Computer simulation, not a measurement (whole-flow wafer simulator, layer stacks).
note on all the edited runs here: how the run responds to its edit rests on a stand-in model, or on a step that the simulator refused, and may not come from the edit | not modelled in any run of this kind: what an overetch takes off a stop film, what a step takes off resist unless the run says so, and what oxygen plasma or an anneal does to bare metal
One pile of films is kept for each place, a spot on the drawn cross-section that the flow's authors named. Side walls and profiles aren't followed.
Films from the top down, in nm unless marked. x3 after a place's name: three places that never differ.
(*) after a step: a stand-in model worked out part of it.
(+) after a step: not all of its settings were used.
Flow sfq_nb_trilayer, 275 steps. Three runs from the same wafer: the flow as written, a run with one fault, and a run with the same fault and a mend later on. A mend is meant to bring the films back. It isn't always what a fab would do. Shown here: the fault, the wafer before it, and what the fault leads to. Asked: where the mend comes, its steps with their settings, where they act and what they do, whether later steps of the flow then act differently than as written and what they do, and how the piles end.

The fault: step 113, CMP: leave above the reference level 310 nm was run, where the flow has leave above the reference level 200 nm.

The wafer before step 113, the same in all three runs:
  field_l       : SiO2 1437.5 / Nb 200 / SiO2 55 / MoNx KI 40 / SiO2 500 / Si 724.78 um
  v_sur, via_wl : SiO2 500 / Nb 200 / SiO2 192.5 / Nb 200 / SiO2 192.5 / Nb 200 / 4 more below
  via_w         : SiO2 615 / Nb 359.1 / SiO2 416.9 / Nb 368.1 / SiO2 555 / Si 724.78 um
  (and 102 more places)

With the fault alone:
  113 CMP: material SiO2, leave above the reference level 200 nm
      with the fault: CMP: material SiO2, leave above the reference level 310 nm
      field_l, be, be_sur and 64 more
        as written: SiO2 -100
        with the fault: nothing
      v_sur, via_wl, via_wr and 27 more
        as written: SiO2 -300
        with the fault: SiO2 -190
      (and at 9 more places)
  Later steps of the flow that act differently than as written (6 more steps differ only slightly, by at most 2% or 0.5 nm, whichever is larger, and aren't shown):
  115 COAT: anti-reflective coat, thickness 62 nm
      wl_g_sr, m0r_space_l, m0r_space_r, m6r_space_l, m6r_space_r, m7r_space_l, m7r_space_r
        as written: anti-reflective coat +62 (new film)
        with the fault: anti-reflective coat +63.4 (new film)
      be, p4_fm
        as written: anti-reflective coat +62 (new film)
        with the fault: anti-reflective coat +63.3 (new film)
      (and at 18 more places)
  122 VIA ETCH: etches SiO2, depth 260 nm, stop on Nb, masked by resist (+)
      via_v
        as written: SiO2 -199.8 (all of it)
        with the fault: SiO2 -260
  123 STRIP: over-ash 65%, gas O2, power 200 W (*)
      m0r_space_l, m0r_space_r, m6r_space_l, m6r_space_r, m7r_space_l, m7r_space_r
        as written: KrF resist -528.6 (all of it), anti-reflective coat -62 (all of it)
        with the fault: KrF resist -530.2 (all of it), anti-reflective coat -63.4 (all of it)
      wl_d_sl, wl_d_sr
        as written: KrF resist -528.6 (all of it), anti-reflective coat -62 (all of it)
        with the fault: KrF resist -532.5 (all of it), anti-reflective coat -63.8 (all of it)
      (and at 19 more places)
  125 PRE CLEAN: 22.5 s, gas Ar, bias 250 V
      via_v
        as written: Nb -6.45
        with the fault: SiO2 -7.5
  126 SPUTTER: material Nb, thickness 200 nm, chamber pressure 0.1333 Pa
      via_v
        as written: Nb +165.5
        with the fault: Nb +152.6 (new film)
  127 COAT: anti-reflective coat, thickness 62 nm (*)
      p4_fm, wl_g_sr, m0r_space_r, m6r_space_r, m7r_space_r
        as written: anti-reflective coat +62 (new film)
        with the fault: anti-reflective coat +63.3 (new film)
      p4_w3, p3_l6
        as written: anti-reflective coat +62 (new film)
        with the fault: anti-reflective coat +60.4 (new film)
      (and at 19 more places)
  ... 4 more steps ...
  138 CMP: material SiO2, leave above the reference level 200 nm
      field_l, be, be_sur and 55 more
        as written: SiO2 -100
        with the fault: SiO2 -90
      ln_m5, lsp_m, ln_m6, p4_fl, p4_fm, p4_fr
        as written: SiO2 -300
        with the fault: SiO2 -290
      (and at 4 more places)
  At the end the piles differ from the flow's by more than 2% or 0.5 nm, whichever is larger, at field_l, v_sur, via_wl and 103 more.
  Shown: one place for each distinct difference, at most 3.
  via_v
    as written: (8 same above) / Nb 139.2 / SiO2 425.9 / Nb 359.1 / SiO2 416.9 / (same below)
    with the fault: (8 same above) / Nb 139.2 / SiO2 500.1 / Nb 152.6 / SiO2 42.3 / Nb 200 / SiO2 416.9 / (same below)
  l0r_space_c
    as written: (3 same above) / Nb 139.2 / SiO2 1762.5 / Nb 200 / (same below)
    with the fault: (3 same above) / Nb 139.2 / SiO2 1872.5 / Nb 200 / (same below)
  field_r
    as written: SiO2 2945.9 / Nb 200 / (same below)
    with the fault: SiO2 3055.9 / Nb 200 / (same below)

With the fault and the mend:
  The mend comes after step 120.
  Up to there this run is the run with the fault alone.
  120a STRIP: over-ash 65%, gas O2, power 200 W (*)
      r_sur, res, r_end and 7 more
        KrF resist -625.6 (all of it), anti-reflective coat -62.1 (all of it)
      ce_r, sp_r, be_r, l0_sur, l0r_space_c, l0r_line_r
        KrF resist -625.7 (all of it), anti-reflective coat -62.1 (all of it)
      p3_s1, p3_l2, p3_s2, p3_l3, p3_s3, p3_l4
        KrF resist -624.5 (all of it), anti-reflective coat -61.9 (all of it)
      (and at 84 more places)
  120b CMP: material SiO2, leave above the reference level 200 nm (the flow's step 113 once more)
      field_l, be, be_sur and 64 more
        SiO2 -100
      v_sur, via_wl, via_w and 36 more
        SiO2 -110
  120c COAT: anti-reflective coat, thickness 62 nm (the flow's step 115 once more)
      field_l, v_sur, via_wl and 103 more
        anti-reflective coat +62 (new film)
  120d COAT: KrF resist, thickness 650 nm (the flow's step 116 once more)
      field_l, v_sur, via_wl and 103 more
        KrF resist +650 (new film)
  120e SOFTBAKE: KrF resist (the flow's step 117 once more)
      changes no film at any place that is followed
  120f EXPOSE: photomask I3, dose 11.91 mJ/cm2, NA 0.6, wavelength 248 nm (*) (the flow's step 118 once more)
      changes no film at any place that is followed
  120g PEB: KrF resist, 90 s (the flow's step 119 once more)
      field_l, v_sur, via_wl and 103 more
        KrF resist -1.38
  120h DEVELOP: KrF resist, thickness 650 nm, 60 s (the flow's step 120 once more)
      field_l, v_sur, via_wl and 102 more
        KrF resist -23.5
      via_v
        KrF resist -648.6 (all of it)
  No later step of the flow acts differently than as written at any place that is followed.
  At the end the piles are the same as the flow's at every place that both follow.
